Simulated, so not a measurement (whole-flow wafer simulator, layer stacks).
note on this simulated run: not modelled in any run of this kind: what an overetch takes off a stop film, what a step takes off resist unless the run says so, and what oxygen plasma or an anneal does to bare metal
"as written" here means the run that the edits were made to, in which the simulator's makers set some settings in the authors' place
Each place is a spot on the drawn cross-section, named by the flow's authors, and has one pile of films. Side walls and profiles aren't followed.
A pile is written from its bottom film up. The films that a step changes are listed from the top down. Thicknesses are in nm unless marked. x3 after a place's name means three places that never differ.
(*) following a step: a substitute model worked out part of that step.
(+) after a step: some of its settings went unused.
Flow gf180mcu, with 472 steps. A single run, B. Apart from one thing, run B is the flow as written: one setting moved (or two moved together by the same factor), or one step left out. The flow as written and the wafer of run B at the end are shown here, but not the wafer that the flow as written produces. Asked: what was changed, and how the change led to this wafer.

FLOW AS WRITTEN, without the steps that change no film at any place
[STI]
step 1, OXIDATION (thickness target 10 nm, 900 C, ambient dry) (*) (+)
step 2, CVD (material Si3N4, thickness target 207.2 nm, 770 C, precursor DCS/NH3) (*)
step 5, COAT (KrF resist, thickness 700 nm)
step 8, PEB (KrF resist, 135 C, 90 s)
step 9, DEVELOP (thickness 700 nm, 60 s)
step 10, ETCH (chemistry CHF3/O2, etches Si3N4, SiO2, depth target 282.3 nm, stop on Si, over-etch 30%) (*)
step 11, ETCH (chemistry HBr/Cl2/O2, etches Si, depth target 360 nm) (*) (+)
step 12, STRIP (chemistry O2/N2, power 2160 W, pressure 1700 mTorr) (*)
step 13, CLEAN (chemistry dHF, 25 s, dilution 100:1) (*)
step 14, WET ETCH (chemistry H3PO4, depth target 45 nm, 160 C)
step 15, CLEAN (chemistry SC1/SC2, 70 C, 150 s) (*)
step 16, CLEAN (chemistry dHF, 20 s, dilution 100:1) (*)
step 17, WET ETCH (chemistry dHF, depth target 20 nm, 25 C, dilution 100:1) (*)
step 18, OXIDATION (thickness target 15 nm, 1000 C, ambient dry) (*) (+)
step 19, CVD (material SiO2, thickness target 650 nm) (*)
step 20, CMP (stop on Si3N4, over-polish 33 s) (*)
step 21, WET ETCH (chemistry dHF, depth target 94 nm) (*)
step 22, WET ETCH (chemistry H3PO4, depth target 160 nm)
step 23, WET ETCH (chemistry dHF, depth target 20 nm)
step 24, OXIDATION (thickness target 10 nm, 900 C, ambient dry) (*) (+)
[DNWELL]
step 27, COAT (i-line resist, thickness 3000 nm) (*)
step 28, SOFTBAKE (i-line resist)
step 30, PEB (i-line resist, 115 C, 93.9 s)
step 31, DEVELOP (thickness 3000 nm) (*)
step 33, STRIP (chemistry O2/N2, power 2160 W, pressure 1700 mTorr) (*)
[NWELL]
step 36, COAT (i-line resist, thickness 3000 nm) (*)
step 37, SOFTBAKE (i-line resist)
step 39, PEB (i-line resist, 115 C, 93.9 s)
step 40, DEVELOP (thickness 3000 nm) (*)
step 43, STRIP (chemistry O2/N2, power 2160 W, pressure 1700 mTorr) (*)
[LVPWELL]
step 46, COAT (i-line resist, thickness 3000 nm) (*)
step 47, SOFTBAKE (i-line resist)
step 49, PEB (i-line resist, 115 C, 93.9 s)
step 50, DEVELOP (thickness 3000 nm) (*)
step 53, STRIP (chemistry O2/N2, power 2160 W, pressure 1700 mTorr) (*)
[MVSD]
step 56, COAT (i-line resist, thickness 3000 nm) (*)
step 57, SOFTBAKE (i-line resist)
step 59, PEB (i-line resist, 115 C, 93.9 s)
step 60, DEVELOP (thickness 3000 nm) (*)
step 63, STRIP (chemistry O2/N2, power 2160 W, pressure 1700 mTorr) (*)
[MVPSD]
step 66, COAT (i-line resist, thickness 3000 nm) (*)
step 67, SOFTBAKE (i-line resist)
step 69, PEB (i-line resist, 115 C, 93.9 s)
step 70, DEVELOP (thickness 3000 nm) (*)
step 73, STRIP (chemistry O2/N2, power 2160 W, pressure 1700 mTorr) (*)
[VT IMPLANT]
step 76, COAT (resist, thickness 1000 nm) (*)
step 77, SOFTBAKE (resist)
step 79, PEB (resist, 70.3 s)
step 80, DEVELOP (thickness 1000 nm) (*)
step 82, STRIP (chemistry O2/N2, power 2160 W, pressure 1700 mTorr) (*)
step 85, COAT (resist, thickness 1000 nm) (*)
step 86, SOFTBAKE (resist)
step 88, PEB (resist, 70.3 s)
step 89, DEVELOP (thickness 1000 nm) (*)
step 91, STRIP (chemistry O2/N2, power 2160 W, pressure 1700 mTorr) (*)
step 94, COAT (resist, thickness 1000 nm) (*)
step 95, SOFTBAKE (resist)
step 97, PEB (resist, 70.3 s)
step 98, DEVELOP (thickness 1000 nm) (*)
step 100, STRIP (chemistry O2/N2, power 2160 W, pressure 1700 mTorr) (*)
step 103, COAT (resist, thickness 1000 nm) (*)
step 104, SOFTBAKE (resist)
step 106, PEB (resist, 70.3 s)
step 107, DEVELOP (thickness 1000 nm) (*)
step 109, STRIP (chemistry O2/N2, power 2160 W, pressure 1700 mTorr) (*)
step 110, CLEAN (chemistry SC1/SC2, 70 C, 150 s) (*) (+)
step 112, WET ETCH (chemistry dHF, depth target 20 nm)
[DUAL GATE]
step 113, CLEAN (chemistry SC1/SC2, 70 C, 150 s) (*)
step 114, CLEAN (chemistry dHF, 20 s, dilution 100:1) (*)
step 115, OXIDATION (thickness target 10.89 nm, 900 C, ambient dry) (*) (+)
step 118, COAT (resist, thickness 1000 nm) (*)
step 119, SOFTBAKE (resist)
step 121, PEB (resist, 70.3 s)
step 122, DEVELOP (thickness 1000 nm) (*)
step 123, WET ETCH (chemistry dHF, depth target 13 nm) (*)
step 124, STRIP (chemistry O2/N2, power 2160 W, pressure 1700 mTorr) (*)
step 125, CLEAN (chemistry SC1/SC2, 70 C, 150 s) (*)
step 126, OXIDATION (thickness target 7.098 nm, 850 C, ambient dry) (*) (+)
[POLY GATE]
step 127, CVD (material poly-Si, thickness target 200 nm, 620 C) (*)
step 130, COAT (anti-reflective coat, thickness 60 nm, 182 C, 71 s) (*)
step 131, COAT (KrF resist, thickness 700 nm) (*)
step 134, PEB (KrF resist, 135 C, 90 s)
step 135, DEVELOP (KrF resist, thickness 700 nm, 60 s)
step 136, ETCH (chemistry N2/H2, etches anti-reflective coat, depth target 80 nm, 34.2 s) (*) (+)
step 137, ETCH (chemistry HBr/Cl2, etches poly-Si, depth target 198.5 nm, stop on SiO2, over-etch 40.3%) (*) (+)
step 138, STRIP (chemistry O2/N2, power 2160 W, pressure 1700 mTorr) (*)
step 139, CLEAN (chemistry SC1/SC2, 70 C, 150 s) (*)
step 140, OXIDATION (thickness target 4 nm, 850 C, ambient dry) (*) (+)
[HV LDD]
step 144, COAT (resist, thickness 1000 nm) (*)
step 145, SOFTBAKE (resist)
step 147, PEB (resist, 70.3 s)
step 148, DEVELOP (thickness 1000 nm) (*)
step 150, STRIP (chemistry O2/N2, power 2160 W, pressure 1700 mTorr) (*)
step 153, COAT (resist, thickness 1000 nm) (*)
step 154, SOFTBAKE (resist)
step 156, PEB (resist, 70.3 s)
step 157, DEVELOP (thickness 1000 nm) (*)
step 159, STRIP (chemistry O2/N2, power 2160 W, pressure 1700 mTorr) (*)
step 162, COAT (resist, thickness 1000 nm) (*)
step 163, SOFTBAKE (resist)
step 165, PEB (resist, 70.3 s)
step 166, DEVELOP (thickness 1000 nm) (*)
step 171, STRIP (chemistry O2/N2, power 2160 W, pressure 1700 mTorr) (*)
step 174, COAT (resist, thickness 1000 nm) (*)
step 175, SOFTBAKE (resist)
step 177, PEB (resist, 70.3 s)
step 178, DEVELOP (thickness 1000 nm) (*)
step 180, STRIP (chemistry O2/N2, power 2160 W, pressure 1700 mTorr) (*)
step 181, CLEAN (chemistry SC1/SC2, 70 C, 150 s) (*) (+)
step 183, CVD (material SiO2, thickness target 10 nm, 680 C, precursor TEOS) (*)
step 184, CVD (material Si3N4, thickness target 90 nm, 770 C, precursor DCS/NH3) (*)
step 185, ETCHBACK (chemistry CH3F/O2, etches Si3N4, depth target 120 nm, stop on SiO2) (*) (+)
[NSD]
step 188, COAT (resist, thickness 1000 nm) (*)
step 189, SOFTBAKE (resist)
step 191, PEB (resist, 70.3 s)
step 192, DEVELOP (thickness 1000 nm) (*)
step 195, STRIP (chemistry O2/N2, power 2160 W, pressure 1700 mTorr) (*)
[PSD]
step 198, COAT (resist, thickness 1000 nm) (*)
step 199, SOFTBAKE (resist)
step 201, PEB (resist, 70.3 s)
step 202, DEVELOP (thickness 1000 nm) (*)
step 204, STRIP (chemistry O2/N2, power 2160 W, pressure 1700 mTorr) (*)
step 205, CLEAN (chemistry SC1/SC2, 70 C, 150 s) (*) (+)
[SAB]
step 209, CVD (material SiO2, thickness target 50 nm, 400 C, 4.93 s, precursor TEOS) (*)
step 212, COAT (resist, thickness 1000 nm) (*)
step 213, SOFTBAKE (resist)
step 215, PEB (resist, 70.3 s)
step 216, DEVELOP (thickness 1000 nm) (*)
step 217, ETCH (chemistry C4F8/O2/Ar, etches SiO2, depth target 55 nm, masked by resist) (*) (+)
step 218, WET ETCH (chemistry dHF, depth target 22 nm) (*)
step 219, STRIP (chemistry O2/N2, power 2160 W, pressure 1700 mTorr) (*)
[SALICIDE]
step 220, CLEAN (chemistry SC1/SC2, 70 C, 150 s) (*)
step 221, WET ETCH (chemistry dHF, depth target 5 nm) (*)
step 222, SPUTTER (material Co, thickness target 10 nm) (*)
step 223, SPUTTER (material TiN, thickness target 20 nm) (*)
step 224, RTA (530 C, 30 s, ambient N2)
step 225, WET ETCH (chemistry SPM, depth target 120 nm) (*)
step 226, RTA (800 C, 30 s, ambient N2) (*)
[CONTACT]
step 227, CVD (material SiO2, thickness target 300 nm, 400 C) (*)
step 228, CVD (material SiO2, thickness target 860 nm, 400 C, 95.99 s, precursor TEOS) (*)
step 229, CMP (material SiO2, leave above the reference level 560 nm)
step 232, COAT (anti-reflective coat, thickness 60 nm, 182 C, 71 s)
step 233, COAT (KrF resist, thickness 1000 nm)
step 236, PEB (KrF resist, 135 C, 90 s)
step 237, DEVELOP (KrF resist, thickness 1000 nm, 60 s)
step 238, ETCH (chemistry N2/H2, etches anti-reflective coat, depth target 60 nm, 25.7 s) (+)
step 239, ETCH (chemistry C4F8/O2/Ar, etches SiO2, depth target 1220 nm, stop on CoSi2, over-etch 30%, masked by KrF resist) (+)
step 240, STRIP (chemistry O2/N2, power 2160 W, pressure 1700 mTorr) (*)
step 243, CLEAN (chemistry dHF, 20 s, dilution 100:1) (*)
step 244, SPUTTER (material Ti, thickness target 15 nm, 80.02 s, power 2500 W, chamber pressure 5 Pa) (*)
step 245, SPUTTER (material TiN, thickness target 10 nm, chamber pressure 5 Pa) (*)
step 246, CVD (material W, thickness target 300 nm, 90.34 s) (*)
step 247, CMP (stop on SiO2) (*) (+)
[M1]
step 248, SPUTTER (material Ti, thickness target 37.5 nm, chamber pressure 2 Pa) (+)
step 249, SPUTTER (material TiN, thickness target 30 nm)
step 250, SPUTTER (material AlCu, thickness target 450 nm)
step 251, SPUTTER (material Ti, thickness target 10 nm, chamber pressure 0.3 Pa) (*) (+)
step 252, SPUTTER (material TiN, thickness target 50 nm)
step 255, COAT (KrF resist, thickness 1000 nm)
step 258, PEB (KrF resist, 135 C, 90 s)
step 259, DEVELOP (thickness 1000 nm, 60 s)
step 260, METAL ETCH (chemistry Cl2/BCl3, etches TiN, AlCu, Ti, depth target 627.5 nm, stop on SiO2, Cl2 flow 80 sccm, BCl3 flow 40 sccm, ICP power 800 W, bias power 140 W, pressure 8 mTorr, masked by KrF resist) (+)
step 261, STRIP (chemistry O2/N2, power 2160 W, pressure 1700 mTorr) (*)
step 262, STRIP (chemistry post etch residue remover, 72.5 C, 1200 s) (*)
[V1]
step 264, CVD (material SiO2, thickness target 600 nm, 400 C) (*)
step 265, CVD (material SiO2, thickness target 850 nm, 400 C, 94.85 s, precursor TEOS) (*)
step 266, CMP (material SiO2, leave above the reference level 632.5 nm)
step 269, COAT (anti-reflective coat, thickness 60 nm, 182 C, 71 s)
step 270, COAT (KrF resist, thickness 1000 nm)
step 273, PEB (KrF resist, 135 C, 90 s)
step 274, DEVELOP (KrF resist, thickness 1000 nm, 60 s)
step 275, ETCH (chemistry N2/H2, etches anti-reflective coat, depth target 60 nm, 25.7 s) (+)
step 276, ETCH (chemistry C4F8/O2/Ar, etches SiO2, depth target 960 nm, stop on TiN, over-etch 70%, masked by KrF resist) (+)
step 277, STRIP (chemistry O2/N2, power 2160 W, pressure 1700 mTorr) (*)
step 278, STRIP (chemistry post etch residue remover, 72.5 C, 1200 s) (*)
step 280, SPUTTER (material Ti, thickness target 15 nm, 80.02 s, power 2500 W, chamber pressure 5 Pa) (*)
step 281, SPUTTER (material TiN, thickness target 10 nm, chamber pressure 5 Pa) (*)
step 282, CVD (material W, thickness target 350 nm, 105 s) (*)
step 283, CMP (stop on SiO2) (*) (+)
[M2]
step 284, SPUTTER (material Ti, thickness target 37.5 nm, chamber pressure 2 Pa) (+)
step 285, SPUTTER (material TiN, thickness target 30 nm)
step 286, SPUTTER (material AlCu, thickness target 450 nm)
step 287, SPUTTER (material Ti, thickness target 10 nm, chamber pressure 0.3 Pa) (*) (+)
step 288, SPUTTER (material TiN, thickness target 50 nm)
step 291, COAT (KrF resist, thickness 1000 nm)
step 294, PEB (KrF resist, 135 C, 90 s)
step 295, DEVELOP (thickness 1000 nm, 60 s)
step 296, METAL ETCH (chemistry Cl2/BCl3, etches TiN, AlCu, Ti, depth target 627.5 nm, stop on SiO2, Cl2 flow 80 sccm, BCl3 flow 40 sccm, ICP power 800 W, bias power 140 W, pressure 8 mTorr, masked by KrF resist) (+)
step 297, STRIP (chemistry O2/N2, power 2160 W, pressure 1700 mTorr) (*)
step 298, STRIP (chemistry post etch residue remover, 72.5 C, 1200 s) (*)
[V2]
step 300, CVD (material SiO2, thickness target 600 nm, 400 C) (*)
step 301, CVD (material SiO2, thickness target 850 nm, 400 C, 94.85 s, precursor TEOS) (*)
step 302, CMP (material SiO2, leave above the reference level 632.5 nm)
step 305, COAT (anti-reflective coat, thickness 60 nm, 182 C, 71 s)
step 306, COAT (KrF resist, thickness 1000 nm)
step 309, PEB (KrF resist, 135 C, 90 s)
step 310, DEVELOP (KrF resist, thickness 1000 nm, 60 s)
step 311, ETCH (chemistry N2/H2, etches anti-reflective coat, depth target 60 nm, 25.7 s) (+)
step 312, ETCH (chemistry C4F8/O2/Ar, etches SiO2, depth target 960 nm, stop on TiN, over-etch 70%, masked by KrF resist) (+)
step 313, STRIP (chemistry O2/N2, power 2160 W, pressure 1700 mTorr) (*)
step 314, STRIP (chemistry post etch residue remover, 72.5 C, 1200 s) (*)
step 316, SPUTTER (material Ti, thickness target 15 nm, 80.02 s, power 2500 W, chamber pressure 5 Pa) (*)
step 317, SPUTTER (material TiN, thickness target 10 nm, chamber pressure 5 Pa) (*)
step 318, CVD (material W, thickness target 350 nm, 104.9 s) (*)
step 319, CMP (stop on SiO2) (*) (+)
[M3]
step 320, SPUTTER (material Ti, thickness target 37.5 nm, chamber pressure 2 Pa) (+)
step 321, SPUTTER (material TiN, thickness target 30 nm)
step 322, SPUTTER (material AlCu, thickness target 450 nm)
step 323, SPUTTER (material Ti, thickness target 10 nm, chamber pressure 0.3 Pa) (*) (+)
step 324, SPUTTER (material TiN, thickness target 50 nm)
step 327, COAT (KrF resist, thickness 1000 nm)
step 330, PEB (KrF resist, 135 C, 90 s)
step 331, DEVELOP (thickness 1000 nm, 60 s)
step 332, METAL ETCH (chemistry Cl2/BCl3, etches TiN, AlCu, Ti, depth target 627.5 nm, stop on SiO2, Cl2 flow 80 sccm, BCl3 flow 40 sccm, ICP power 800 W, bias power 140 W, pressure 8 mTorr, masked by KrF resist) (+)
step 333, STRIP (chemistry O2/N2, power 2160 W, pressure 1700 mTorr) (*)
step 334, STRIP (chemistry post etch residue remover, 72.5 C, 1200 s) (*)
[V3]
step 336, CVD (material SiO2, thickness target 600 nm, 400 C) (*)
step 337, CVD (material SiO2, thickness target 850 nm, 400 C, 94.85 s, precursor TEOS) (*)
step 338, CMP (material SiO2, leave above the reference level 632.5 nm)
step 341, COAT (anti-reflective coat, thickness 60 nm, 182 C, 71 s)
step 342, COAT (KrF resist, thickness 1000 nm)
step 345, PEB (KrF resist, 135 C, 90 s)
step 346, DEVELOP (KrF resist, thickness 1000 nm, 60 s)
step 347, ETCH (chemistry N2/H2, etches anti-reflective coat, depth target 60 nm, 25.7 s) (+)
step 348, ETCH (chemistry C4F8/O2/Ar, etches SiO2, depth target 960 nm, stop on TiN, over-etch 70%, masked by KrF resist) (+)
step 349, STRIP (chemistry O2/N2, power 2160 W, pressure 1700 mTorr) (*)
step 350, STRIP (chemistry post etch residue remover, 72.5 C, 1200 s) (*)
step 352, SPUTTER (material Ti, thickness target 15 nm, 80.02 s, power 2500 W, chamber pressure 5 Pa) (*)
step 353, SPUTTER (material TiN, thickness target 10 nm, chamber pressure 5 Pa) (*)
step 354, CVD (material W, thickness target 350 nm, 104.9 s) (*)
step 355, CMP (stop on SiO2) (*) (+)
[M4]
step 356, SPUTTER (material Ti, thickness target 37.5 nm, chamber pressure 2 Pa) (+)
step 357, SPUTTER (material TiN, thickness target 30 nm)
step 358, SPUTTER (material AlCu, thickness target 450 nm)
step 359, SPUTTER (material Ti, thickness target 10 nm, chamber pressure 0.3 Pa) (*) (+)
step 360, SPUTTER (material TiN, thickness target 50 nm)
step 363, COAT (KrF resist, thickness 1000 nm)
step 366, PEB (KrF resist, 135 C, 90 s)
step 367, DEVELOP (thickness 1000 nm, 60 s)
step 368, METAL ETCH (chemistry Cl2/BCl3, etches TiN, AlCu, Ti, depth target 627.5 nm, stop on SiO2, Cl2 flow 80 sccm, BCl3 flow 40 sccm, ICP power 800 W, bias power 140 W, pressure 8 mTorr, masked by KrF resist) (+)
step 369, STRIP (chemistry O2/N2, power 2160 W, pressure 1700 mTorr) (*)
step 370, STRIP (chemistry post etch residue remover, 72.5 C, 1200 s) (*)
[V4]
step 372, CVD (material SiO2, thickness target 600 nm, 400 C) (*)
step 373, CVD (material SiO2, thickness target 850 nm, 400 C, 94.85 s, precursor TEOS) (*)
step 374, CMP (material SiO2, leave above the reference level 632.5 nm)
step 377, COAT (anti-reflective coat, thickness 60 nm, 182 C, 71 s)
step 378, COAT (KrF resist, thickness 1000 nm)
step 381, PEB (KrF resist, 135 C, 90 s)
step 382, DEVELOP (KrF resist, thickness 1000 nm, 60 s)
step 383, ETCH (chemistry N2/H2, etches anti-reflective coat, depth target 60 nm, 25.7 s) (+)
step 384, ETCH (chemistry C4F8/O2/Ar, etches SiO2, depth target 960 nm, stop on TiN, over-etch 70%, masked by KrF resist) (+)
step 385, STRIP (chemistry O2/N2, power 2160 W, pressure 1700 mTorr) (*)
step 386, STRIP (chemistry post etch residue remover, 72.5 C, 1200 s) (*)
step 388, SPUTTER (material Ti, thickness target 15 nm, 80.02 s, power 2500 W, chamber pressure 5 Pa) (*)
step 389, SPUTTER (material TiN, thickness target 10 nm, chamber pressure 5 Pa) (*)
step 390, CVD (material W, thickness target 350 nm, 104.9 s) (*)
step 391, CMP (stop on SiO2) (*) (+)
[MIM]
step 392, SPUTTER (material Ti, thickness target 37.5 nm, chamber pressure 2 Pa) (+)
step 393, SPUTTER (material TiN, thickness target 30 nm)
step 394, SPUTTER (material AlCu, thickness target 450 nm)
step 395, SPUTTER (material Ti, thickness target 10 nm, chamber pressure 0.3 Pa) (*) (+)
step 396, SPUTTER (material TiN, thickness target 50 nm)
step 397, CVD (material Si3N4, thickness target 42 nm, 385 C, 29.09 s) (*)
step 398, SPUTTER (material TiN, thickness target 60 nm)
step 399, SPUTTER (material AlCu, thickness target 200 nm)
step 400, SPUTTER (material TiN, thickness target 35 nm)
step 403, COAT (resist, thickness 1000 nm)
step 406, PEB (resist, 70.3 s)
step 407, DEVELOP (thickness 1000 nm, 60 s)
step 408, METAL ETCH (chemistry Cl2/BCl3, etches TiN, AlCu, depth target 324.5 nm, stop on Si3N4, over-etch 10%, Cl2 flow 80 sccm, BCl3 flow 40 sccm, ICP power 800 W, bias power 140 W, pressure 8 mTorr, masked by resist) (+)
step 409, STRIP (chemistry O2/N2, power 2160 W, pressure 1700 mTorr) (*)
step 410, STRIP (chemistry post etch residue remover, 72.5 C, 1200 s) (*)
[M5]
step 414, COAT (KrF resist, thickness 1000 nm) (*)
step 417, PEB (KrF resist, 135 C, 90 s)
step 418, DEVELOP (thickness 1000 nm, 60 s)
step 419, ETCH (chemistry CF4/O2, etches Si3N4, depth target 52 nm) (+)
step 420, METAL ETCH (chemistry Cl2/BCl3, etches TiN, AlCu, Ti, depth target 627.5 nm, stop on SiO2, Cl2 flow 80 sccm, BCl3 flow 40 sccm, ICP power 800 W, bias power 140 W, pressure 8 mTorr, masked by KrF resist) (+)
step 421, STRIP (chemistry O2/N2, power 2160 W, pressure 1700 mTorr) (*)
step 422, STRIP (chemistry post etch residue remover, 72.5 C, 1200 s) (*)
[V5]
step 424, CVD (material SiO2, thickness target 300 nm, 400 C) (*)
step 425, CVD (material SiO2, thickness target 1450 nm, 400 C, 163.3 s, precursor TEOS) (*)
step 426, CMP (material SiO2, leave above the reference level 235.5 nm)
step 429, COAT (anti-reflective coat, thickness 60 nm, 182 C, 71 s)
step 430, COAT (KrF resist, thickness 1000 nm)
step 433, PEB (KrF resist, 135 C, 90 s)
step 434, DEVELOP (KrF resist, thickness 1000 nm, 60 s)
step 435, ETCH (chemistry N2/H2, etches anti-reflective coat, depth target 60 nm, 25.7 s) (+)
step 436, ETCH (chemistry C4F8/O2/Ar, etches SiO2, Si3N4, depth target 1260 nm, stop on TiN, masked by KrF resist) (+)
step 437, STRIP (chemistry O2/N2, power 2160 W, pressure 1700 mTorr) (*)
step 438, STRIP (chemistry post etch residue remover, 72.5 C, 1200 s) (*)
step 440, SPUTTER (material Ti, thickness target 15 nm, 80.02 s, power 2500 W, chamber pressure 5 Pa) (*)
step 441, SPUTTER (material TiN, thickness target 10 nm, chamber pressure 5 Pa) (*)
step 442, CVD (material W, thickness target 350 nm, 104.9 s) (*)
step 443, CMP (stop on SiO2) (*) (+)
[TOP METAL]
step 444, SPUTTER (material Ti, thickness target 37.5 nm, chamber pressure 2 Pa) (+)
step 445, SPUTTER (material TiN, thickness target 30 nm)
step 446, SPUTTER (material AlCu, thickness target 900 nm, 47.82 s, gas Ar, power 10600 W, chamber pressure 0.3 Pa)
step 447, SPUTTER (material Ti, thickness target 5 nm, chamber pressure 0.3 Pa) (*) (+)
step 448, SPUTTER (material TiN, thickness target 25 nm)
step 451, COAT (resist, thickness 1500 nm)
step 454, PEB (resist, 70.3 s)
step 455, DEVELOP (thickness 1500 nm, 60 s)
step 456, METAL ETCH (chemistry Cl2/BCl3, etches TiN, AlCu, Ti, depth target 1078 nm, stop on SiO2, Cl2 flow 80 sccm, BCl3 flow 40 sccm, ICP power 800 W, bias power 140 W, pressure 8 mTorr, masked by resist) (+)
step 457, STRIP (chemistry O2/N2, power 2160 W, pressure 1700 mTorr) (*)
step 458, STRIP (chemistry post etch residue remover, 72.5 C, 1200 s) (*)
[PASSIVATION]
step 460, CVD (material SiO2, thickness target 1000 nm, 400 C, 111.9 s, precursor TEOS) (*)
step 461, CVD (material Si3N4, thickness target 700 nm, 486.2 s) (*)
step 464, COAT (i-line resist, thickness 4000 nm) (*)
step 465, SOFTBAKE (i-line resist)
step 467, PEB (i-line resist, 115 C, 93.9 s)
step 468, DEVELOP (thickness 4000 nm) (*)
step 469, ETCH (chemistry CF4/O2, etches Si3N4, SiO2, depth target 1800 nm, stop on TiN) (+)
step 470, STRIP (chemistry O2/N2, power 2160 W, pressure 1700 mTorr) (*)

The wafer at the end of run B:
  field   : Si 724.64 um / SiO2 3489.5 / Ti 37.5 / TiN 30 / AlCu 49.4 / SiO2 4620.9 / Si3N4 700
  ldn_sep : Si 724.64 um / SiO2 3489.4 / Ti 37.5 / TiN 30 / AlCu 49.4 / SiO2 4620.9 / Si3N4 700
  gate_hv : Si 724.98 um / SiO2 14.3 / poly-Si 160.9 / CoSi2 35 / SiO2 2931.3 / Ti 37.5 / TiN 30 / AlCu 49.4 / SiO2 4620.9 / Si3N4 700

What caused this: step 332, METAL ETCH: depth target 454.9 nm was run, while the flow as written has depth target 627.5 nm.

Step by step, how the change led to this:
  step 332, METAL ETCH (chemistry Cl2/BCl3, etches TiN, AlCu, Ti, depth target 627.5 nm, stop on SiO2, Cl2 flow 80 sccm, BCl3 flow 40 sccm, ICP power 800 W, bias power 140 W, pressure 8 mTorr, masked by KrF resist) (+)
      field, field__w1, field__w2 and 103 more: -50 TiN (all of it), -10 Ti (all of it), -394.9 AlCu (as written it would have been: -50 TiN (all of it), -10 Ti (all of it), -450 AlCu (all of it), -30 TiN (all of it), -37.5 Ti (all of it))
      field__w8, contact, m1, m1__w1, m1_nw: -182 KrF resist (as written it would have been: -251 KrF resist)
  step 333, STRIP (chemistry O2/N2, power 2160 W, pressure 1700 mTorr) (*)
      field__w8, contact, m1, m1__w1, m1_nw: -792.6 KrF resist (all of it) (as written it would have been: -723.5 KrF resist (all of it))
  step 334, STRIP (chemistry post etch residue remover, 72.5 C, 1200 s) (*)
      field, field__w1, field__w2 and 103 more: -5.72 AlCu (as written it would have been: nothing)
  step 336, CVD (material SiO2, thickness target 600 nm, 400 C) (*)
      field, field__w1, field__w2 and 103 more: +600 SiO2 (new film) (as written it would have been: +600 SiO2)
  step 338, CMP (material SiO2, leave above the reference level 632.5 nm)
      field, field__w1, field__w2 and 103 more: -416.9 SiO2 (as written it would have been: -300 SiO2)
If metal films that touch count as one body, field has 1 body; the flow as written gives 0 bodies.
If metal films that touch count as one body, ldn_sep has 1 body; the flow as written gives 0 bodies.
If metal films that touch count as one body, gate_hv has 2 bodies (between them, from the top down: SiO2 2931.3); the flow as written gives 1 body.
